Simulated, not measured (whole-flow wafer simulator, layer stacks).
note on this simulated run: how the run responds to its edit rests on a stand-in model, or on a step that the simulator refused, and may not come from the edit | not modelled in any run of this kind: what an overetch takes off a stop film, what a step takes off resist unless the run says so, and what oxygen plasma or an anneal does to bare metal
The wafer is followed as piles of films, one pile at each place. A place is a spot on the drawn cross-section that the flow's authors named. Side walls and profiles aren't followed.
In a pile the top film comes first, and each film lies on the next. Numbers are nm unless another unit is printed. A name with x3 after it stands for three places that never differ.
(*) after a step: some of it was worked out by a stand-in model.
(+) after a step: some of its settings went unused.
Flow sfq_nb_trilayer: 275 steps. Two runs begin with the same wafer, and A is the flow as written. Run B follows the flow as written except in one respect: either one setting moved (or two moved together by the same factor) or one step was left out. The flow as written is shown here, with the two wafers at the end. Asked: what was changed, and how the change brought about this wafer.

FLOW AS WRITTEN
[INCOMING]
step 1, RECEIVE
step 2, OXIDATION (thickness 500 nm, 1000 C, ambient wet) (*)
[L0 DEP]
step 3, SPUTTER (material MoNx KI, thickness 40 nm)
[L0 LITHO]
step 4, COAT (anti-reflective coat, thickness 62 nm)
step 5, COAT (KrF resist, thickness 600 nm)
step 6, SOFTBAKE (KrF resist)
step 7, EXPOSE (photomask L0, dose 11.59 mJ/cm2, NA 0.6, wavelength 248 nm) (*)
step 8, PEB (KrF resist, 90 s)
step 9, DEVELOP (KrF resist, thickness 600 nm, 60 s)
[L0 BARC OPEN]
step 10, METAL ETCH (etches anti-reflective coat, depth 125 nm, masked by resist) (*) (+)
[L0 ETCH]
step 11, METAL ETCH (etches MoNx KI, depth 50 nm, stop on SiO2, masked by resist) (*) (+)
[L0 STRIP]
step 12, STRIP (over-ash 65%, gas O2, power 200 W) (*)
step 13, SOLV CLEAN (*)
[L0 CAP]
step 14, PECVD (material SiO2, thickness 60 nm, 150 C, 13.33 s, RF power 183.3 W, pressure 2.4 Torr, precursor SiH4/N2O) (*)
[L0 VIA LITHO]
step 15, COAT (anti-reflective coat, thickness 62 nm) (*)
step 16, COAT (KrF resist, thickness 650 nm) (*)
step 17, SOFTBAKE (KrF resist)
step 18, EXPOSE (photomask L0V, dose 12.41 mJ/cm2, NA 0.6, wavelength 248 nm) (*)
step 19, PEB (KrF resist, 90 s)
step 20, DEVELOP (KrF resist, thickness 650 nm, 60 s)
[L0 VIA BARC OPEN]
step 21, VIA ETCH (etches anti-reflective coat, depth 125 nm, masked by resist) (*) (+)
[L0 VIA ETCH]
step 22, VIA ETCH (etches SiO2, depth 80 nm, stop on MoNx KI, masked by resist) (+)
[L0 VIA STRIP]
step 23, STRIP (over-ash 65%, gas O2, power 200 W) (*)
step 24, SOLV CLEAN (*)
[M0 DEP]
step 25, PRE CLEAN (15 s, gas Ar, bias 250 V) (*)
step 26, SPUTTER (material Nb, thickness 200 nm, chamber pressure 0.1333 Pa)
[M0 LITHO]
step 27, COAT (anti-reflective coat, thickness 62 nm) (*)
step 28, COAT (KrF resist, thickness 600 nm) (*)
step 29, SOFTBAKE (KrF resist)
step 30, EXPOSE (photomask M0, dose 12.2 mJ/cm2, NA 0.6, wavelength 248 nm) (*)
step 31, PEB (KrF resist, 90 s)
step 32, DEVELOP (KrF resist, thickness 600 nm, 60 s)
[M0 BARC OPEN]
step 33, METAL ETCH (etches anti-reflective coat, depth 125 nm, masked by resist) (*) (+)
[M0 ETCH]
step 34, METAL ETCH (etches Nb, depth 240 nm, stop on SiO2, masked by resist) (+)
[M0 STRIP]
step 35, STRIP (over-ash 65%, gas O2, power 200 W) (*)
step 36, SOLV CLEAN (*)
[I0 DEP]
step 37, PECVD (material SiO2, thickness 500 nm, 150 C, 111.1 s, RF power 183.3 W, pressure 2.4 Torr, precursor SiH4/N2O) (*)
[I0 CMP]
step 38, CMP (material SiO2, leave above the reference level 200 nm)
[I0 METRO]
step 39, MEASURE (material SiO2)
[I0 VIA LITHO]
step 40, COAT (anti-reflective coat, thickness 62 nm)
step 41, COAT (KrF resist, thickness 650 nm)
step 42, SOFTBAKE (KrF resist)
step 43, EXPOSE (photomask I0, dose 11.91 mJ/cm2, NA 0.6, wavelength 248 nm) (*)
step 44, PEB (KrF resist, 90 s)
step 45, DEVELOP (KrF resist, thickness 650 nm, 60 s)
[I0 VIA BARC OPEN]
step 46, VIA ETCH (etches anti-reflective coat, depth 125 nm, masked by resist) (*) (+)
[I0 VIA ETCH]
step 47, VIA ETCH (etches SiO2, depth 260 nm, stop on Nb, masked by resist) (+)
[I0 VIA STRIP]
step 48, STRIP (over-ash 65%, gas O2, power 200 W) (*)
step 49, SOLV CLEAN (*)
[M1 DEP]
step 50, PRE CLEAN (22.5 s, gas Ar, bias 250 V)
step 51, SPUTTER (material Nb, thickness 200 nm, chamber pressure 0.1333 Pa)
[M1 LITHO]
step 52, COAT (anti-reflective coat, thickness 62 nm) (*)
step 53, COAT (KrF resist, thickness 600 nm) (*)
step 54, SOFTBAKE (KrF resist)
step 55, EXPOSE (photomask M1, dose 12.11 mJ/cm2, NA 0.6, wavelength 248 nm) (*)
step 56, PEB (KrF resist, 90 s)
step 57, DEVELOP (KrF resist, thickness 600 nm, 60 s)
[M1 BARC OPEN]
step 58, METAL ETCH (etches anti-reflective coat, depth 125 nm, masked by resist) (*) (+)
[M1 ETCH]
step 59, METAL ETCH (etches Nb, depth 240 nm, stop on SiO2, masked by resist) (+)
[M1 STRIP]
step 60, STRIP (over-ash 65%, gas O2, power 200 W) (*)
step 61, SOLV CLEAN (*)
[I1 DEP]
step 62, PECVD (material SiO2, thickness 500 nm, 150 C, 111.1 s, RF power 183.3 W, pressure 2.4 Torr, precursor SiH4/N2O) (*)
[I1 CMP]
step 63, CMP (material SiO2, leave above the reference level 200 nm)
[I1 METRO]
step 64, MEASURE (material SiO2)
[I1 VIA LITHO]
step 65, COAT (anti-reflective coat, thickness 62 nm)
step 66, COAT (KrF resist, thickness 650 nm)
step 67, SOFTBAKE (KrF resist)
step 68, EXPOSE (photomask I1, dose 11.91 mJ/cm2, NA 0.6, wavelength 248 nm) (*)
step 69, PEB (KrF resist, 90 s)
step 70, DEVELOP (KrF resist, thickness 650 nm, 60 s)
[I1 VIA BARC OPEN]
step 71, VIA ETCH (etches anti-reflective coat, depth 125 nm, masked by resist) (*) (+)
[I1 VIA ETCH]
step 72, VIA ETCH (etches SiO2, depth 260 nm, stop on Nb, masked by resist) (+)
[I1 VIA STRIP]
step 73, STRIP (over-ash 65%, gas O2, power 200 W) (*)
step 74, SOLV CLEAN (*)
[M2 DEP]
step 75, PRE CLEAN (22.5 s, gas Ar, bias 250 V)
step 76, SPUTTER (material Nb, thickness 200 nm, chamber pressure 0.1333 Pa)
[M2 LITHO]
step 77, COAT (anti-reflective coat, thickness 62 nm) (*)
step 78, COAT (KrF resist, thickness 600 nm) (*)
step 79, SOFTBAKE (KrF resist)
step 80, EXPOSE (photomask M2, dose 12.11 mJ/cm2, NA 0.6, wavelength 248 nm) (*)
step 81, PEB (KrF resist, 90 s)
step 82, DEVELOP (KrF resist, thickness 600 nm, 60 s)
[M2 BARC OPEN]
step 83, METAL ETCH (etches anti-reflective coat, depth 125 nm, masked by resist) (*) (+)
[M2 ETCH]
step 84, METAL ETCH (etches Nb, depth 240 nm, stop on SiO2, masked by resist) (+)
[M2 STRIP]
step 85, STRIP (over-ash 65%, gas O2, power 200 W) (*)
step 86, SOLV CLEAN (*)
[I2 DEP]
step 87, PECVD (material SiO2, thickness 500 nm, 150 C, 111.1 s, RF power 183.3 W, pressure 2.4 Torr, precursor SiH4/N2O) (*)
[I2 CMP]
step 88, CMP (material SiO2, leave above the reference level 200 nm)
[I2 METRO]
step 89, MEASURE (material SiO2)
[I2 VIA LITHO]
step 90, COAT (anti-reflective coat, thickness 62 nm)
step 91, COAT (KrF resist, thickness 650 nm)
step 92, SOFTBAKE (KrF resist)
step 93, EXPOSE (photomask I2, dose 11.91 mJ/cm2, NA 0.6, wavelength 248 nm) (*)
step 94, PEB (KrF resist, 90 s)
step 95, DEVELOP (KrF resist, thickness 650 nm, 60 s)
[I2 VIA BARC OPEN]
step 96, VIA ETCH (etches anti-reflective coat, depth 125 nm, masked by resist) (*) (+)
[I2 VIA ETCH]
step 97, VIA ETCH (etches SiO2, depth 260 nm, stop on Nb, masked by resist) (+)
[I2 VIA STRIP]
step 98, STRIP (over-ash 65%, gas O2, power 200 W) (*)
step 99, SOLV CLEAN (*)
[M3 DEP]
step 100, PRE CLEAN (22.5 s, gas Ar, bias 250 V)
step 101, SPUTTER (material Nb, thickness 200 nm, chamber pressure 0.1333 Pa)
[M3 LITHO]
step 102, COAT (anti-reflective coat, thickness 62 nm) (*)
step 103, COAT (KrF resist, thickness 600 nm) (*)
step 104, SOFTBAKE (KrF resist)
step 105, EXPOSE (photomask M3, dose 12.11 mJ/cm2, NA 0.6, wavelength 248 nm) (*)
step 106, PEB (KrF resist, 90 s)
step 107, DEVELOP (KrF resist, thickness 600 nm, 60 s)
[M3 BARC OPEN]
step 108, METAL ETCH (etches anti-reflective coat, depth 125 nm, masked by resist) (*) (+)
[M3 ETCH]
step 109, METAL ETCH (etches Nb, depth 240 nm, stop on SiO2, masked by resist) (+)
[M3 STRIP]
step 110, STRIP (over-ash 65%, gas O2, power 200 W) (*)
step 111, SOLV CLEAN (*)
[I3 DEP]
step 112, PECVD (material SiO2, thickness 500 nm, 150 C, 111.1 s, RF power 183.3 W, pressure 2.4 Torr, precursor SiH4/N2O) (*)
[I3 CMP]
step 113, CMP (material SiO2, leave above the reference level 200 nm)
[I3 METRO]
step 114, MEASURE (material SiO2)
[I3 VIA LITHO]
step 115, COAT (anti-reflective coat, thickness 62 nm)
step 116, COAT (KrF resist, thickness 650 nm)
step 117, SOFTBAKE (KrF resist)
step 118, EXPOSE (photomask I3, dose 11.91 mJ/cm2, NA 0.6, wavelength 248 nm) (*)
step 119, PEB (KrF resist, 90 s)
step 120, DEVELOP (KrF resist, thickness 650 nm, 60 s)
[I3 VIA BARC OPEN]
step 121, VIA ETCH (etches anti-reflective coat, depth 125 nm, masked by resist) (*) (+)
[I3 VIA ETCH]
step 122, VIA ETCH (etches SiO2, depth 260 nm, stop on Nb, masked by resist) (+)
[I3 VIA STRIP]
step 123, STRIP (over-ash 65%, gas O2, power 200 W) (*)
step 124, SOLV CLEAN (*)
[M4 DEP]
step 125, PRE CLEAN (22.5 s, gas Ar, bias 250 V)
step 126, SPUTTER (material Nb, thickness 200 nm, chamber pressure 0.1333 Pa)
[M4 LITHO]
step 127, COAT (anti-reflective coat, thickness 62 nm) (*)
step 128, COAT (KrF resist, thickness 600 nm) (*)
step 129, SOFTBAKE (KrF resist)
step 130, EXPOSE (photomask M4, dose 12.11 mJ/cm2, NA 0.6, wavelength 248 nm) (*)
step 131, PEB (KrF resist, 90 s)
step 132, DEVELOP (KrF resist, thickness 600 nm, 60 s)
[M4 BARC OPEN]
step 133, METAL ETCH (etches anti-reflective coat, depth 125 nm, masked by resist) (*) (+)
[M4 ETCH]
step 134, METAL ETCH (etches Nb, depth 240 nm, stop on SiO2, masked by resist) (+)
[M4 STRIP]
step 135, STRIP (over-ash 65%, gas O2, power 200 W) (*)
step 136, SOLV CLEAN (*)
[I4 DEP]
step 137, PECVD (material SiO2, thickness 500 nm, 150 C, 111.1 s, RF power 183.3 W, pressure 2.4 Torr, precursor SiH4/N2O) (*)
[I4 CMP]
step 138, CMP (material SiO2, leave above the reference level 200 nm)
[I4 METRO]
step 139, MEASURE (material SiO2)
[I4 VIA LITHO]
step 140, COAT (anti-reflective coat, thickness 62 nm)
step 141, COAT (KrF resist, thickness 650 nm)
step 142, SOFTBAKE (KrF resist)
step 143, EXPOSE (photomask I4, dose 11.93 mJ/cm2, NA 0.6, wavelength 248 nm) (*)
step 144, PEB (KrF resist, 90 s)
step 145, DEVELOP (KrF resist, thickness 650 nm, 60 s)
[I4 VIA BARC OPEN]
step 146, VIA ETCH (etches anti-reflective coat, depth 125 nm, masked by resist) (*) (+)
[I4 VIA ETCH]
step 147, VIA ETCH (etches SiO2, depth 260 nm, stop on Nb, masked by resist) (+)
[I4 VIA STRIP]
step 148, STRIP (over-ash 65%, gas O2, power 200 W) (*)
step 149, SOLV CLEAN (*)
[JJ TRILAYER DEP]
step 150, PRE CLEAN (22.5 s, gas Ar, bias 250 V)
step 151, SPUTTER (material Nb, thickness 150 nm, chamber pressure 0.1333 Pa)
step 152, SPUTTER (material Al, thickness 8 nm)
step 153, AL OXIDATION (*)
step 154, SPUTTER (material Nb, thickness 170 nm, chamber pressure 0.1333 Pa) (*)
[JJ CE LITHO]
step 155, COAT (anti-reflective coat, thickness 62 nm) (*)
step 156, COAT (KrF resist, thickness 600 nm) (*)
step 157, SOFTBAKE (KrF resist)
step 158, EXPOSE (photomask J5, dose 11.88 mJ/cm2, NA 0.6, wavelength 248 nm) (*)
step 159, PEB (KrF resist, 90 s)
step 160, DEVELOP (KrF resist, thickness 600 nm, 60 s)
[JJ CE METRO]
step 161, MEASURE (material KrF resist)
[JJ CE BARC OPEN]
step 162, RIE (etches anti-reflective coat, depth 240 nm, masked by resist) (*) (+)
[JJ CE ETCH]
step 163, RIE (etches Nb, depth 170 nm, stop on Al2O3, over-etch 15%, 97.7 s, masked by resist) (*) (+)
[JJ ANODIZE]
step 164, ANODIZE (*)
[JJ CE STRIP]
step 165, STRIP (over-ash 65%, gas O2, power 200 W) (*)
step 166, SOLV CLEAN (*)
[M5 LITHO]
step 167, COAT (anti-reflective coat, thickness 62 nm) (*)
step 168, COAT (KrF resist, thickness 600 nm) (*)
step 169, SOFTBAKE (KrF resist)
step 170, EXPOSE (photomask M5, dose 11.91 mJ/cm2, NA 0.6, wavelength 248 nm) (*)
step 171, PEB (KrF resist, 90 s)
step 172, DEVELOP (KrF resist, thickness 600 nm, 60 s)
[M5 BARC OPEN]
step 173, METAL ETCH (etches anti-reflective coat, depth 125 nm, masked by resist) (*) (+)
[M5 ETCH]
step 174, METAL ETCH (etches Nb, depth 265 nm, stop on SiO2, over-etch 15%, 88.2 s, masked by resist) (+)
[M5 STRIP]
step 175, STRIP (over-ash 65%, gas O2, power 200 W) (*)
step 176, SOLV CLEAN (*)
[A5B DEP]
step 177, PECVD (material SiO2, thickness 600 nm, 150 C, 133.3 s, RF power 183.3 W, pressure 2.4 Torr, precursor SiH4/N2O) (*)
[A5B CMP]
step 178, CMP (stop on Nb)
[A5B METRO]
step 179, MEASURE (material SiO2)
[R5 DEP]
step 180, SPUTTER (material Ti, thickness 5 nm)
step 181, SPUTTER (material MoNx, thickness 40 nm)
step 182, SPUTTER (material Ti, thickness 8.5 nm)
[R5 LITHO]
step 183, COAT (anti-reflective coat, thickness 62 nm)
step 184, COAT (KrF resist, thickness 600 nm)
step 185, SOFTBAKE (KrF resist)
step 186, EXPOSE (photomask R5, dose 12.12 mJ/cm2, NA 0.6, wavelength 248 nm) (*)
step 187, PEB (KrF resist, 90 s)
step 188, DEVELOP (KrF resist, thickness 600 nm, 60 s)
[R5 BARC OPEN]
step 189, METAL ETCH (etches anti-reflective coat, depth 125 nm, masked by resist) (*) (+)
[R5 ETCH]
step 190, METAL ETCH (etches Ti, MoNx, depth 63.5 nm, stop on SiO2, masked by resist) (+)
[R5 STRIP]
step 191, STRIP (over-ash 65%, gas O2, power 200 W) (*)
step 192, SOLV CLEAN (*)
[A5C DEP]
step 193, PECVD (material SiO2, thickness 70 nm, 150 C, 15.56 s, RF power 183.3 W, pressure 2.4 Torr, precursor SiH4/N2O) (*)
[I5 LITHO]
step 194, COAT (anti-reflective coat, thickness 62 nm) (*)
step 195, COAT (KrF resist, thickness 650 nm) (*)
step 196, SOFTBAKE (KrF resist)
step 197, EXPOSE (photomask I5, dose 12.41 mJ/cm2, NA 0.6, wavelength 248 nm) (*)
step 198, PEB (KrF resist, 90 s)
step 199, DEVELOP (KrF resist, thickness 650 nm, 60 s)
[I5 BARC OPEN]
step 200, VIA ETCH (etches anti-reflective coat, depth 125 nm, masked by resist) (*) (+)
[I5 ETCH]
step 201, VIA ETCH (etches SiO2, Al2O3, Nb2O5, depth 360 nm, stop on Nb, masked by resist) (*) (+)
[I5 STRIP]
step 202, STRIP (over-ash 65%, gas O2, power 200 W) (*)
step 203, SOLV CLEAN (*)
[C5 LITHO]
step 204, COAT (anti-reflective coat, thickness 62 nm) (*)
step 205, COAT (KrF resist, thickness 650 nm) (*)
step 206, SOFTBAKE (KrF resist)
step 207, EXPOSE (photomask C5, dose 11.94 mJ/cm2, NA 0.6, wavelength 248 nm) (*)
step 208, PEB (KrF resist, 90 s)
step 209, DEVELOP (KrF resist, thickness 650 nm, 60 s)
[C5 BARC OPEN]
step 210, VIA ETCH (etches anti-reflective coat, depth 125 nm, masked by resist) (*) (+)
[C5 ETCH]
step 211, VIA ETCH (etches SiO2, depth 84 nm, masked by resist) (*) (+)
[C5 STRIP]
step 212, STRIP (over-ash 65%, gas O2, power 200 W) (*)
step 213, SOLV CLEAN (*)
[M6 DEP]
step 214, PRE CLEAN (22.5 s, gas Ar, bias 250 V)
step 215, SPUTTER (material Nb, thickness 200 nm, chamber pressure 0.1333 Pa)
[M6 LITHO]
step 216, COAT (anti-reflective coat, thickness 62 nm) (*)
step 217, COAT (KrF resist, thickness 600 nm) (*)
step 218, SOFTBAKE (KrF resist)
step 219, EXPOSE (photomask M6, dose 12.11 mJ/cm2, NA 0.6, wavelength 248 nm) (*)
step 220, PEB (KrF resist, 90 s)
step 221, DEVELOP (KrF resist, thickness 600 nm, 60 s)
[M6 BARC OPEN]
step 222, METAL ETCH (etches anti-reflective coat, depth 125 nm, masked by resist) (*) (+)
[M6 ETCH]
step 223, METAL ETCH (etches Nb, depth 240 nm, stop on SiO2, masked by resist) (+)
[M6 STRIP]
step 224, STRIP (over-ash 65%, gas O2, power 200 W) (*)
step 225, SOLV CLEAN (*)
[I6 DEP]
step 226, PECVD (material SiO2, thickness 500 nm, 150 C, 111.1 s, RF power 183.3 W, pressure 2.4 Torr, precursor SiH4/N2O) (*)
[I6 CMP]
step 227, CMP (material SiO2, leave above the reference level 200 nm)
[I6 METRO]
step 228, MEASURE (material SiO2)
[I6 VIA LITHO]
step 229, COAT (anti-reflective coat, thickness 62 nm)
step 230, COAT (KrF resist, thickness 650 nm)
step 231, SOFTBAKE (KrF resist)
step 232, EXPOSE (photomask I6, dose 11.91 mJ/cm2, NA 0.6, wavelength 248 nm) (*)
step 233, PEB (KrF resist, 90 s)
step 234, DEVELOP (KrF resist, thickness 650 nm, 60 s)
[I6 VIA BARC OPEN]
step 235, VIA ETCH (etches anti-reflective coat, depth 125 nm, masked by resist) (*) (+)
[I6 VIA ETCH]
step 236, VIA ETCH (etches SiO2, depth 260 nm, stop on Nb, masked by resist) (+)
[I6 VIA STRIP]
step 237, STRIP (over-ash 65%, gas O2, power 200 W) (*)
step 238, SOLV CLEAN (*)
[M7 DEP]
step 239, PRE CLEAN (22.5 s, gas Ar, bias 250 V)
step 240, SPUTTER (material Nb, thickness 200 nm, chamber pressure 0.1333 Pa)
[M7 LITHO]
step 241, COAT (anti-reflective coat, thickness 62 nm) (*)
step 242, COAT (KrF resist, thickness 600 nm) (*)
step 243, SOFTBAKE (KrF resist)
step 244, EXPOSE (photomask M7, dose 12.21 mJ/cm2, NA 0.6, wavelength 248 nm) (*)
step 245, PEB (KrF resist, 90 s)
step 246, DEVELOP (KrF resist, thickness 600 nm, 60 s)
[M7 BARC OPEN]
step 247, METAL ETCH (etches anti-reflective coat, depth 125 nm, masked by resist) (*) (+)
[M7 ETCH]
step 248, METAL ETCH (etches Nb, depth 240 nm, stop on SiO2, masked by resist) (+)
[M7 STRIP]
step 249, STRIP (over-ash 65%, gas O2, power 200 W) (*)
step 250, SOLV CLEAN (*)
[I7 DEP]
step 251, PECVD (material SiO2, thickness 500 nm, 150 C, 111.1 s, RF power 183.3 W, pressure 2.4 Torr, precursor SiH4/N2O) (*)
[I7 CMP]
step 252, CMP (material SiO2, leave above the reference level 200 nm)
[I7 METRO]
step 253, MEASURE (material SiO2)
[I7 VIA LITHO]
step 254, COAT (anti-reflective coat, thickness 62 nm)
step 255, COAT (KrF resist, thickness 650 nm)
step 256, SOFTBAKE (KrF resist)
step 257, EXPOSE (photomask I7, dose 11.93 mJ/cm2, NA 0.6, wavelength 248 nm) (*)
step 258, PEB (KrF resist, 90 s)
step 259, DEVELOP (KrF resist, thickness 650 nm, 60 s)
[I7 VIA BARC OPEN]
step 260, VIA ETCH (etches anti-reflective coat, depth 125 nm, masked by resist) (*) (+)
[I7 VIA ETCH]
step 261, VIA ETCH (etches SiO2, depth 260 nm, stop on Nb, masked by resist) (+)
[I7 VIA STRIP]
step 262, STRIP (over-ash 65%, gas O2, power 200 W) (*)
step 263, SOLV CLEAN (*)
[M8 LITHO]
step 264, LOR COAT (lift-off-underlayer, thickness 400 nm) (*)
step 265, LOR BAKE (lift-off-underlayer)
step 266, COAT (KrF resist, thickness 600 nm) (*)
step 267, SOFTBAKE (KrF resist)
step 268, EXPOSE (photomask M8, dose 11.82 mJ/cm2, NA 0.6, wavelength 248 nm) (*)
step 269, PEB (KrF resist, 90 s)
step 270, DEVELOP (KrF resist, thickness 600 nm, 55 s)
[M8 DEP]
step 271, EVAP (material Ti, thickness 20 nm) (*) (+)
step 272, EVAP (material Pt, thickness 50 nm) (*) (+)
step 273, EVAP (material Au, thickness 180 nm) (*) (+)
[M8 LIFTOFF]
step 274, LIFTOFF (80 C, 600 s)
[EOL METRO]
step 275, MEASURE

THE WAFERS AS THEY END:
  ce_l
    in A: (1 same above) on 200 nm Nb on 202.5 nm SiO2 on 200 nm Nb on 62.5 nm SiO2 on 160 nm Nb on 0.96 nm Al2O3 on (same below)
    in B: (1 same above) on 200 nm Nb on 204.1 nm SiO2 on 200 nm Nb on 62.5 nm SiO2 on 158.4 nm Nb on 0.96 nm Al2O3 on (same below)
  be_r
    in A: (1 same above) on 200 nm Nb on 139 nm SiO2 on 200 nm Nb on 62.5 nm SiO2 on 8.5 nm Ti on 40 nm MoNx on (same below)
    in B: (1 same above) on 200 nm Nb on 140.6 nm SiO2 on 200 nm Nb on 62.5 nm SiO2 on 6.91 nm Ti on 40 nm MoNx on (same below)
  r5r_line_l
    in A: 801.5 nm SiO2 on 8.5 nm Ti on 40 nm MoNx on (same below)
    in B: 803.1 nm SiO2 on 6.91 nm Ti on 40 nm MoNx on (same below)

The reason: step 182, SPUTTER: thickness 6.906 nm was run, while the flow as written has thickness 8.5 nm.
The wafer itself shows it: be_r has Ti 6.91, and step 182 as written asks for 8.5 nm.

The path from the change to this, step by step:
  step 182, SPUTTER (material Ti, thickness 8.5 nm)
      field_l, v_sur, via_wl and 103 more: A Ti gains 8.5 (new film) | B Ti gains 6.91 (new film)
  step 190, METAL ETCH (etches Ti, MoNx, depth 63.5 nm, stop on SiO2, masked by resist) (+)
      field_l, v_sur, via_wl and 92 more: A Ti loses 8.5 (all of it), MoNx loses 40 (all of it), Ti loses 5 (all of it) | B Ti loses 6.91 (all of it), MoNx loses 40 (all of it), Ti loses 5 (all of it)
      ce_l, c5j, ce_r, wl_jj: A Ti loses 8.5 (all of it), MoNx loses 40 (all of it), Ti loses 5 (all of it), Nb loses 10 | B Ti loses 6.91 (all of it), MoNx loses 40 (all of it), Ti loses 5 (all of it), Nb loses 11.6
